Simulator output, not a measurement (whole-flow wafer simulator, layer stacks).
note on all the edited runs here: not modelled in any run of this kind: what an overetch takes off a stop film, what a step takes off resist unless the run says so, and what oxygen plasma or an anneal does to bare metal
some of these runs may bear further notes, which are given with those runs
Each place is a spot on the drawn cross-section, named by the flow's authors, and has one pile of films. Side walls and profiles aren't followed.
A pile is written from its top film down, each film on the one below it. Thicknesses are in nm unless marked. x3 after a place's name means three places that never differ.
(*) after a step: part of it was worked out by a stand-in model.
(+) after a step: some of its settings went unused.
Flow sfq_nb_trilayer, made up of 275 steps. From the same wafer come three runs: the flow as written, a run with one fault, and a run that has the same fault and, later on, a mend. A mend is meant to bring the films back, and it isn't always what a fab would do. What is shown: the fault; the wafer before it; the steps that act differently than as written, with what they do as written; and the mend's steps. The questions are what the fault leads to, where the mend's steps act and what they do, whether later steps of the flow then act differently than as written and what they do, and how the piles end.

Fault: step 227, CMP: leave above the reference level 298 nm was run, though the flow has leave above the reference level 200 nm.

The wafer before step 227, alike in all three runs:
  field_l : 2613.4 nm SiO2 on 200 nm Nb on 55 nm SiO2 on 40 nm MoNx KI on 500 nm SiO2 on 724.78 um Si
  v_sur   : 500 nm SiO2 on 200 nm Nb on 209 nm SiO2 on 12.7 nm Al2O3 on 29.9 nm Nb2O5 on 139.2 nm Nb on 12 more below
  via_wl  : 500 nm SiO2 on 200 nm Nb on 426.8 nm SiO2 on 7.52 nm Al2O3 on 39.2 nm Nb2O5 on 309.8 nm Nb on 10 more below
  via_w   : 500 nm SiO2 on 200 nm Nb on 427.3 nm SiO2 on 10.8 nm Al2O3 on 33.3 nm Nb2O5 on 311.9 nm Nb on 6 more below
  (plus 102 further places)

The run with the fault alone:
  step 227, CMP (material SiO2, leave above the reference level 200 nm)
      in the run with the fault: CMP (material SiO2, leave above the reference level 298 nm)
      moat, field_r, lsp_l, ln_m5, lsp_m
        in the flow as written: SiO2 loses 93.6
        in the run with the fault: nothing
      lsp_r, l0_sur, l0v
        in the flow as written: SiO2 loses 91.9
        in the run with the fault: nothing
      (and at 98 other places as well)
  Later steps of the flow acting differently than as written (7 more steps, not shown, differ only slightly: by at most 2% or 0.5 nm, whichever is larger):
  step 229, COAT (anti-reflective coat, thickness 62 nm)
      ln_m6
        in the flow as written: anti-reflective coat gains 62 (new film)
        in the run with the fault: anti-reflective coat gains 60.7 (new film)
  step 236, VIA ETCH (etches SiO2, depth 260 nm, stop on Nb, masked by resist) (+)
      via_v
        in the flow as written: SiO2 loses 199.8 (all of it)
        in the run with the fault: SiO2 loses 260
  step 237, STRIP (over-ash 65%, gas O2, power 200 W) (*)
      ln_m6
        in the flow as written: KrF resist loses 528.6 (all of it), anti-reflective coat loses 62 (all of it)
        in the run with the fault: KrF resist loses 527.5 (all of it), anti-reflective coat loses 60.7 (all of it)
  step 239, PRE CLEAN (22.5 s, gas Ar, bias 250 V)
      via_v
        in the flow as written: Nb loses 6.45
        in the run with the fault: SiO2 loses 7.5
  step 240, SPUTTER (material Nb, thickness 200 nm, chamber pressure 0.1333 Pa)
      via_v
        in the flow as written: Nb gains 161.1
        in the run with the fault: Nb gains 146.9 (new film)
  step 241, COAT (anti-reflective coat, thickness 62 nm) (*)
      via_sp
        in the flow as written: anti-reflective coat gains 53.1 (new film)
        in the run with the fault: anti-reflective coat gains 49.9 (new film)
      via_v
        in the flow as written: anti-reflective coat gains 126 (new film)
        in the run with the fault: anti-reflective coat gains 129.4 (new film)
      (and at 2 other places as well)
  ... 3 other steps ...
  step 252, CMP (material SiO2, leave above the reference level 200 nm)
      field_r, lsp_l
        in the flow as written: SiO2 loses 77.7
        in the run with the fault: SiO2 loses 73.3
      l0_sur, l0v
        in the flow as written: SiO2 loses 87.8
        in the run with the fault: SiO2 loses 81.8
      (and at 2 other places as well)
  At field_l, v_sur, via_wl and 103 more, the piles at the end differ from the flow's by more than 2% or 0.5 nm, whichever is larger.
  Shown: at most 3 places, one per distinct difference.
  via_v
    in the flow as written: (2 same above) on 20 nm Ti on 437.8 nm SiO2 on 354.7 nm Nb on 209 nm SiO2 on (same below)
    in the run with the fault: (2 same above) on 20 nm Ti on 513.3 nm SiO2 on 146.9 nm Nb on 30.3 nm SiO2 on 200 nm Nb on 209 nm SiO2 on (same below)
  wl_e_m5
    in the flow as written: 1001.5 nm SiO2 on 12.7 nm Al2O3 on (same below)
    in the run with the fault: 1099.5 nm SiO2 on 12.7 nm Al2O3 on (same below)
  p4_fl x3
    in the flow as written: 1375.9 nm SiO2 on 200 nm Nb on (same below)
    in the run with the fault: 1473.9 nm SiO2 on 200 nm Nb on (same below)

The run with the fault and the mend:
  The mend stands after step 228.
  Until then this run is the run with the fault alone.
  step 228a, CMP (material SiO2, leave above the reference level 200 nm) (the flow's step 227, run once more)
      field_l, v_sur, via_wl and 95 more
        SiO2 loses 98
      moat, field_r, lsp_l, ln_m5, lsp_m
        SiO2 loses 93.6
      lsp_r, l0_sur, l0v
        SiO2 loses 91.9
  Every later step of the flow that is run acts as written at every place that is followed.
  At every place that both follow, the piles at the end match the flow's.
